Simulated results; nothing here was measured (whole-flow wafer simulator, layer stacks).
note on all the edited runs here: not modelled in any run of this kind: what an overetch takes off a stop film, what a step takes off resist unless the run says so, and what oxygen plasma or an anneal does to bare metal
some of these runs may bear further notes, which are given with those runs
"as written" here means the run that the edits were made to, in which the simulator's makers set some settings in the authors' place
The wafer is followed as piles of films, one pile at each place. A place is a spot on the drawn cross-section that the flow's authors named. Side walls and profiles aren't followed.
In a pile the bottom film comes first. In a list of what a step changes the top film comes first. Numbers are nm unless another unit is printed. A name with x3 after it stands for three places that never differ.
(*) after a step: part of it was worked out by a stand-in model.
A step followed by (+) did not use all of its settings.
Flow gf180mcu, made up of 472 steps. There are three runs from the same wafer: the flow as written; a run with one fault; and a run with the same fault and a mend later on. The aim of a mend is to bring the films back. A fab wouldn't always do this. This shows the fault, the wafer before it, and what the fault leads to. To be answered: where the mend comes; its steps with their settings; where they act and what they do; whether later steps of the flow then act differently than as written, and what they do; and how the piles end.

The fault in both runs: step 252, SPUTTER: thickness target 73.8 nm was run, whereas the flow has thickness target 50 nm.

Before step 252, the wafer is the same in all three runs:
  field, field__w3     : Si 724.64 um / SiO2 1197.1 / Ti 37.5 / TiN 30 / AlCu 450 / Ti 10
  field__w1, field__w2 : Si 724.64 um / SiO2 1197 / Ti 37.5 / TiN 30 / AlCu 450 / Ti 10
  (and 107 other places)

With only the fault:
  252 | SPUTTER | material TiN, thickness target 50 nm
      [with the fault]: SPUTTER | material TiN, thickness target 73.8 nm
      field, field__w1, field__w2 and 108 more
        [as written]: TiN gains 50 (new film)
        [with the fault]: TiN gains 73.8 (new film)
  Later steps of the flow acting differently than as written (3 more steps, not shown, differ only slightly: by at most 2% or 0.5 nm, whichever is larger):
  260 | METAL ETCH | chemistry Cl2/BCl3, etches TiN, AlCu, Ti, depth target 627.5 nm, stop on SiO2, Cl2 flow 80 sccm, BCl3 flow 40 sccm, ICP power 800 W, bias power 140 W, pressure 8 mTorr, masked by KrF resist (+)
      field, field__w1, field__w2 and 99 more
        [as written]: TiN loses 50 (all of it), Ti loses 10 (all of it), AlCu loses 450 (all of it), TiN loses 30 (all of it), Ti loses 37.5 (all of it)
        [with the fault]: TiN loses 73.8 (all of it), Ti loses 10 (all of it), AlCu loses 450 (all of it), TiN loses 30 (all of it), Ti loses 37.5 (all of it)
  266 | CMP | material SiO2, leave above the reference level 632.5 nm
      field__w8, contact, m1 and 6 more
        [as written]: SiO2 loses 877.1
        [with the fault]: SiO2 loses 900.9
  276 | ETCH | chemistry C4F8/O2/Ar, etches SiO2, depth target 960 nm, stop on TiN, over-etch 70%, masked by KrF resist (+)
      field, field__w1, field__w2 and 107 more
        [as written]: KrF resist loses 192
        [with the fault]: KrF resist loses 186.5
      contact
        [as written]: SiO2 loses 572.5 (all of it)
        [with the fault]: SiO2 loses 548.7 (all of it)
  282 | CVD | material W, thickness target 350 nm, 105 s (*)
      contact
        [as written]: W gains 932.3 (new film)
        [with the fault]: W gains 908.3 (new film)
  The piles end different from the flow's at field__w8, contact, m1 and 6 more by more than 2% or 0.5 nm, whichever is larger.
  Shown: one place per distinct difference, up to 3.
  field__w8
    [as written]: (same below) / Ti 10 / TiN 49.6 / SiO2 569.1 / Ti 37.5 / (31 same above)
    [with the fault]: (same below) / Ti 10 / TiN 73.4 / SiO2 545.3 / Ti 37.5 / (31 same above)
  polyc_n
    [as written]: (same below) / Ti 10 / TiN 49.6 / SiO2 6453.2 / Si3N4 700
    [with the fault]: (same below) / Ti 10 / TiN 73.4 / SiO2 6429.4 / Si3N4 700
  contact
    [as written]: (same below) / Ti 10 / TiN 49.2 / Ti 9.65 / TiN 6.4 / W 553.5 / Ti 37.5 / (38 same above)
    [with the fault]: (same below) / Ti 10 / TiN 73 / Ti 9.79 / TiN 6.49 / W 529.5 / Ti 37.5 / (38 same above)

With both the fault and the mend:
  The mend stands after step 259.
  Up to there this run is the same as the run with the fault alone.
  259a | STRIP | chemistry O2/N2, power 2160 W, pressure 1700 mTorr (*)
      field__w8, contact, m1 and 6 more
        KrF resist loses 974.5 (all of it)
  259b | METAL ETCH | chemistry Cl2/BCl3, etches TiN, AlCu, Ti, depth target 23.8 nm, Cl2 flow 80 sccm, BCl3 flow 40 sccm, ICP power 800 W, bias power 140 W, pressure 8 mTorr
      field, field__w1, field__w2 and 108 more
        TiN loses 23.8
  259c | HMDS | 120 C, 60 s (the flow's step 254 again)
      does not change any film at any place that is followed
  259d | COAT | KrF resist, thickness 1000 nm (the flow's step 255 again)
      field, field__w1, field__w2 and 108 more
        KrF resist gains 1000 (new film)
  259e | SOFTBAKE | KrF resist (the flow's step 256 again)
      does not change any film at any place that is followed
  259f | EXPOSE | photomask Metal1 (the flow's step 257 again)
      does not change any film at any place that is followed
  259g | PEB | KrF resist, 135 C, 90 s (the flow's step 258 again)
      field, field__w1, field__w2 and 108 more
        KrF resist loses 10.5
  259h | DEVELOP | thickness 1000 nm, 60 s (the flow's step 259 again)
      field, field__w1, field__w2 and 99 more
        KrF resist loses 989.5 (all of it)
      field__w8, contact, m1 and 6 more
        KrF resist loses 14.9
  Later steps of the flow that are run all act as written at every place that is followed.
  The piles end the same as the flow's at every place that both follow.
